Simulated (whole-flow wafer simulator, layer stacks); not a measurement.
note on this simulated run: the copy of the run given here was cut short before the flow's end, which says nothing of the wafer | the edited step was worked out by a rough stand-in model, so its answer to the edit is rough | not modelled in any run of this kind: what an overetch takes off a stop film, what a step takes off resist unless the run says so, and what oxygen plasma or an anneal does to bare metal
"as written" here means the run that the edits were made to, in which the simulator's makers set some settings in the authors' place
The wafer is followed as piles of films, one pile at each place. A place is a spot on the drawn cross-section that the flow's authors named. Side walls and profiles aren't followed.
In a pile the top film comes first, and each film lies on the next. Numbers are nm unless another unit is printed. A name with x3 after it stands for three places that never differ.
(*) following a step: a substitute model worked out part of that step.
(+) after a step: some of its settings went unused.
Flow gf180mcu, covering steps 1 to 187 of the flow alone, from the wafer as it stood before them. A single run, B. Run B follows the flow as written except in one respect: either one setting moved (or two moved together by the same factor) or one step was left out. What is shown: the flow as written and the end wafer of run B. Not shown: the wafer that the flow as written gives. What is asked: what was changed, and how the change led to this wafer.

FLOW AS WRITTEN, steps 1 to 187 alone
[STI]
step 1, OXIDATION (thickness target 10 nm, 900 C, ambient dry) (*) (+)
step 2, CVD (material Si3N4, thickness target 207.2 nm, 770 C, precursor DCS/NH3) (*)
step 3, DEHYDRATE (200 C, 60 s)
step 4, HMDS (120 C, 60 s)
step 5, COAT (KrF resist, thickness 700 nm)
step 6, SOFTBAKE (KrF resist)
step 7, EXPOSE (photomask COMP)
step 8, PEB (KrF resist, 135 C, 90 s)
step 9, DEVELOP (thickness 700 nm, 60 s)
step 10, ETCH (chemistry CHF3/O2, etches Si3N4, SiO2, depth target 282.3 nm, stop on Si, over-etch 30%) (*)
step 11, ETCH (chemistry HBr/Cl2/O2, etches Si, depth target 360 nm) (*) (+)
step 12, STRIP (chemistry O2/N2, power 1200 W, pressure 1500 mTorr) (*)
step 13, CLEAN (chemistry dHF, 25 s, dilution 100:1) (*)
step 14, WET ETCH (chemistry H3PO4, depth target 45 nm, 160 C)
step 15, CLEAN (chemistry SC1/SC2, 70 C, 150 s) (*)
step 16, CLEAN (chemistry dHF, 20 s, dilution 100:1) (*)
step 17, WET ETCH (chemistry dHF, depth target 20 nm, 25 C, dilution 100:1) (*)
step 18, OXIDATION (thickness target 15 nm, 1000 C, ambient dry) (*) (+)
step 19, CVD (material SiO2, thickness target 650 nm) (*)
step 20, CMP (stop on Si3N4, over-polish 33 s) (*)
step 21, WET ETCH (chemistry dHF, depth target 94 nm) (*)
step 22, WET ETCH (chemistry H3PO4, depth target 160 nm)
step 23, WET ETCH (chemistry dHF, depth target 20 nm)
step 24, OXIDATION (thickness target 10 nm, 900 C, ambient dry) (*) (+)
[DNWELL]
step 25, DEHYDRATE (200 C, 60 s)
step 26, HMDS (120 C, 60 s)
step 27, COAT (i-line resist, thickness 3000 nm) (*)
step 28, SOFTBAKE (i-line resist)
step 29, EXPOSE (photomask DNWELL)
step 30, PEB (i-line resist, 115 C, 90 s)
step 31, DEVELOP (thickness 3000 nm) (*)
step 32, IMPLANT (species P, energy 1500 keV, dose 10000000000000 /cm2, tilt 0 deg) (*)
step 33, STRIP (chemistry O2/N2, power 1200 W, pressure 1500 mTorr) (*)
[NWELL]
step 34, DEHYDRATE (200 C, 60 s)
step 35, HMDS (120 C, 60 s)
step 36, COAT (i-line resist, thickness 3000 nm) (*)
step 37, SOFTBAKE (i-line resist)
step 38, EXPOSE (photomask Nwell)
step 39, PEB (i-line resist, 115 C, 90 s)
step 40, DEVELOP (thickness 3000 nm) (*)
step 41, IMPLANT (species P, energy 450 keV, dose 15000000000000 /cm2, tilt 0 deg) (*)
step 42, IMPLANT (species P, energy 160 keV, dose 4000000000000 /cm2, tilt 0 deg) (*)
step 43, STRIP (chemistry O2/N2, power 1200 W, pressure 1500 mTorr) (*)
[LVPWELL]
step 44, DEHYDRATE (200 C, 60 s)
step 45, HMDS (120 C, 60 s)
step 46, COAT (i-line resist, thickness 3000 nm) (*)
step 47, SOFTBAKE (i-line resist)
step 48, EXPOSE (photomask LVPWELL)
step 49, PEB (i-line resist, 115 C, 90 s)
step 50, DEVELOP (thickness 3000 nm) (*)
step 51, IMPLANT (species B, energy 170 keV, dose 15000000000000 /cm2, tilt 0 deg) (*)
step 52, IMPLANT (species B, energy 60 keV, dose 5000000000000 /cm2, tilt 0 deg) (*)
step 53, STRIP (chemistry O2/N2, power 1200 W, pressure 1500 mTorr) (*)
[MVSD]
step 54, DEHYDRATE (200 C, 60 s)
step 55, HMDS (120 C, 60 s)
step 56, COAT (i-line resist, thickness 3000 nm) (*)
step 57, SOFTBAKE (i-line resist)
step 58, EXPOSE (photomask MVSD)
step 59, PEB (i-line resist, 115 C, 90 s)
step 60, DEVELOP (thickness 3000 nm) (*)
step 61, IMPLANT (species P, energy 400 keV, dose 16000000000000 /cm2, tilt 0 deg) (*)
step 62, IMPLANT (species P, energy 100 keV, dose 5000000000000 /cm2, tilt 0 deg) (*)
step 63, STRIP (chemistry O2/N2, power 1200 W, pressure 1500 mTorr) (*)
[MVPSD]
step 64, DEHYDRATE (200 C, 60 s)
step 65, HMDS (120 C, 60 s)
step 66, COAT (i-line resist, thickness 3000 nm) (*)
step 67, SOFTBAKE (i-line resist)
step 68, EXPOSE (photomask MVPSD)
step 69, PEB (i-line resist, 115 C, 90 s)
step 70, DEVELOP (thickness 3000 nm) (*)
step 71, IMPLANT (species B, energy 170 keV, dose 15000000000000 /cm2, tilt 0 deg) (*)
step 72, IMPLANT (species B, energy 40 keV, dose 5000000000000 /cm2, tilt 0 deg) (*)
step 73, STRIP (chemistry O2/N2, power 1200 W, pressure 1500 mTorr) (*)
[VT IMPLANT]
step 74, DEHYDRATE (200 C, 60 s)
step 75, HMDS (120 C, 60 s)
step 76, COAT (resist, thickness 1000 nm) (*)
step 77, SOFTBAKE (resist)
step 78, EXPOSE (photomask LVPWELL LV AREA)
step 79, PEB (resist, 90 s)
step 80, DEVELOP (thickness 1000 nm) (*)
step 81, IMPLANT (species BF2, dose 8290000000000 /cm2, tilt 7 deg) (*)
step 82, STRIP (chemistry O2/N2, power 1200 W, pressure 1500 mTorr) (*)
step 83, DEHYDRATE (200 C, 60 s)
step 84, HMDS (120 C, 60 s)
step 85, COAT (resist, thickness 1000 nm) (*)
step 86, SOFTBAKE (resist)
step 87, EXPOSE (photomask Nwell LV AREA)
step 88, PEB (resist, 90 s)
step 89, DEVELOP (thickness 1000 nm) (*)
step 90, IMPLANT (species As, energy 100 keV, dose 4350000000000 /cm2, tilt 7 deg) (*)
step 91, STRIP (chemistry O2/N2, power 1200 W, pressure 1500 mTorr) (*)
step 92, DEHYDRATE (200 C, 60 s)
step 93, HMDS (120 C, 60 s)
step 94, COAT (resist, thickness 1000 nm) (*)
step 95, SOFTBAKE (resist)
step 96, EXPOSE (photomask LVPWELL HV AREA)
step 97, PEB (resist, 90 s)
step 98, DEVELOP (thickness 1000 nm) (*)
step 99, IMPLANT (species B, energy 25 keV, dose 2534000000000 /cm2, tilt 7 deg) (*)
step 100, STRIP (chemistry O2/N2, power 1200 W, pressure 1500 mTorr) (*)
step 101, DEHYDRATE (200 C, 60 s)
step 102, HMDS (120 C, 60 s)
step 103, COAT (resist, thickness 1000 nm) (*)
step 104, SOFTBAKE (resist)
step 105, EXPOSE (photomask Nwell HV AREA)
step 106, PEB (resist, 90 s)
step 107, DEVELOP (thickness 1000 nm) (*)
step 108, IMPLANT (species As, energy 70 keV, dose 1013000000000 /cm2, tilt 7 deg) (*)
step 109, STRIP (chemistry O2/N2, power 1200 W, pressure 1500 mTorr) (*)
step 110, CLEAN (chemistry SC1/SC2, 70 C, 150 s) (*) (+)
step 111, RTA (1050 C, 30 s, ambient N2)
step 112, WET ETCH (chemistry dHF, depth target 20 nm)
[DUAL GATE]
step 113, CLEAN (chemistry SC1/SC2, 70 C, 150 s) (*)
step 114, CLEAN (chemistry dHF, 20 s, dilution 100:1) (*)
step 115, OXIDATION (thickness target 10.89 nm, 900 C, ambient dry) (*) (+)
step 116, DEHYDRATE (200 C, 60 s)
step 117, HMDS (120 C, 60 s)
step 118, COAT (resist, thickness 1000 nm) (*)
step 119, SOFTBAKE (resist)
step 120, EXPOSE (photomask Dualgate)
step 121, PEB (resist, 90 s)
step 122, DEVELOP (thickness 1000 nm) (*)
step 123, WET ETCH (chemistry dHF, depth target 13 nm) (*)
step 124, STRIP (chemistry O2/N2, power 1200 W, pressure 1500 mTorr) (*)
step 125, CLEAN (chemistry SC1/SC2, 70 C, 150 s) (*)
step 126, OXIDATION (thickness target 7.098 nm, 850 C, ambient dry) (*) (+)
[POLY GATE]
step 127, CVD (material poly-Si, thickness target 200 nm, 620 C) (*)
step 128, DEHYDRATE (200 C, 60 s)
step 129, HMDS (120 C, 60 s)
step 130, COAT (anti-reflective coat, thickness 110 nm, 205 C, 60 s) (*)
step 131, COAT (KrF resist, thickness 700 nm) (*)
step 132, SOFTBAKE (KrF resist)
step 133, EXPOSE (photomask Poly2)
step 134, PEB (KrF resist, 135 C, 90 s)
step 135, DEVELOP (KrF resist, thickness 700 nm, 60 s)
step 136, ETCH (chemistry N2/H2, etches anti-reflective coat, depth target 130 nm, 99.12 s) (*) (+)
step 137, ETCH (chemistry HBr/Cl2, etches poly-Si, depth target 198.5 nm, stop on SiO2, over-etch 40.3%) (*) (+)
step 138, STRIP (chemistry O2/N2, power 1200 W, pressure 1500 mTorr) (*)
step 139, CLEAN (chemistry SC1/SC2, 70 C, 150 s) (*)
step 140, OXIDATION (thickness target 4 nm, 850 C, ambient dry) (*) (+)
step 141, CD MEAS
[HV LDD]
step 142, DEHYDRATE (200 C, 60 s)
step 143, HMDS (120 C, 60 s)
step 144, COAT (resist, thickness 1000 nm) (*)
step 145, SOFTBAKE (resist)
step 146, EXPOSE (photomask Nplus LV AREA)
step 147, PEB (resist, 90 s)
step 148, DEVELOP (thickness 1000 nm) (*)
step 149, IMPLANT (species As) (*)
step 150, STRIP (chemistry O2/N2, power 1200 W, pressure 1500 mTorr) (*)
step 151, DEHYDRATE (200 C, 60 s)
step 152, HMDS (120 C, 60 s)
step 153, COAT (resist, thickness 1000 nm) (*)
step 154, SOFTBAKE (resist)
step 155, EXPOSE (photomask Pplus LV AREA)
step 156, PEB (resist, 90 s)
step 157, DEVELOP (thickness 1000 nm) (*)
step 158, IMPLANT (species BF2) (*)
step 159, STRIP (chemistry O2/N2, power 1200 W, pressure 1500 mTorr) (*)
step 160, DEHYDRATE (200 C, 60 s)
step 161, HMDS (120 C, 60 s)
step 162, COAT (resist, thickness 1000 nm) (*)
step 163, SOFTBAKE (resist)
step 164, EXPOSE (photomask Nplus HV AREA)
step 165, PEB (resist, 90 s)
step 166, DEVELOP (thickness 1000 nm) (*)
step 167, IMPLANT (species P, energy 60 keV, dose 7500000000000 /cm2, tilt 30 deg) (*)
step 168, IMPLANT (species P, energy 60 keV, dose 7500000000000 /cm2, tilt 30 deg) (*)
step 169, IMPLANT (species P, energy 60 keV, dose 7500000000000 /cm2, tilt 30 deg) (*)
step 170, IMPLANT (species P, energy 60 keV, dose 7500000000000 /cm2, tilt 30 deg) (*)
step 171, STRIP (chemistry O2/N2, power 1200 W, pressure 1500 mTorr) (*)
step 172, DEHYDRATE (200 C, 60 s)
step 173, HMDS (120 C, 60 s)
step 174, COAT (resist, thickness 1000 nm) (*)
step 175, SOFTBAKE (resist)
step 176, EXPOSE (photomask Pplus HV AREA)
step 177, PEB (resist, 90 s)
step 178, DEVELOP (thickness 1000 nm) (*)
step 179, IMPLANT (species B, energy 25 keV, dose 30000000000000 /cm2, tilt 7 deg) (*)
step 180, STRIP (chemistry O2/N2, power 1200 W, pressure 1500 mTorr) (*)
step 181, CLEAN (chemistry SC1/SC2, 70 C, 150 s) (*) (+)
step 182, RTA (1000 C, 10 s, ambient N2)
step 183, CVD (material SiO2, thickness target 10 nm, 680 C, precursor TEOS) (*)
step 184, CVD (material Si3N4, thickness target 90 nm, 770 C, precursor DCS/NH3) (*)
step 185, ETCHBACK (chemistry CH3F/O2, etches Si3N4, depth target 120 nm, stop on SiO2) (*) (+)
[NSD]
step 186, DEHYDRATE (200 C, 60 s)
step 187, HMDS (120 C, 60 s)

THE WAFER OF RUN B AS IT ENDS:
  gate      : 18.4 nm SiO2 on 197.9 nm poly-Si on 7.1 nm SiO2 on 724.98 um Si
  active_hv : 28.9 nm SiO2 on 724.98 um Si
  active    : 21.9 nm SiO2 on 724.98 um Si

Cause: step 183, CVD: 703 C was run, though the flow has 680 C.

How this came from the change, step by step:
  step 183, CVD (material SiO2, thickness target 10 nm, 680 C, precursor TEOS) (*)
      field, field__w1, field__w2 and 99 more: +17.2 SiO2 (in the flow as written it would be: +10 SiO2)
      ld_drift_p: +17 SiO2 (in the flow as written it would be: +9.87 SiO2)
      (also at 1 further place)
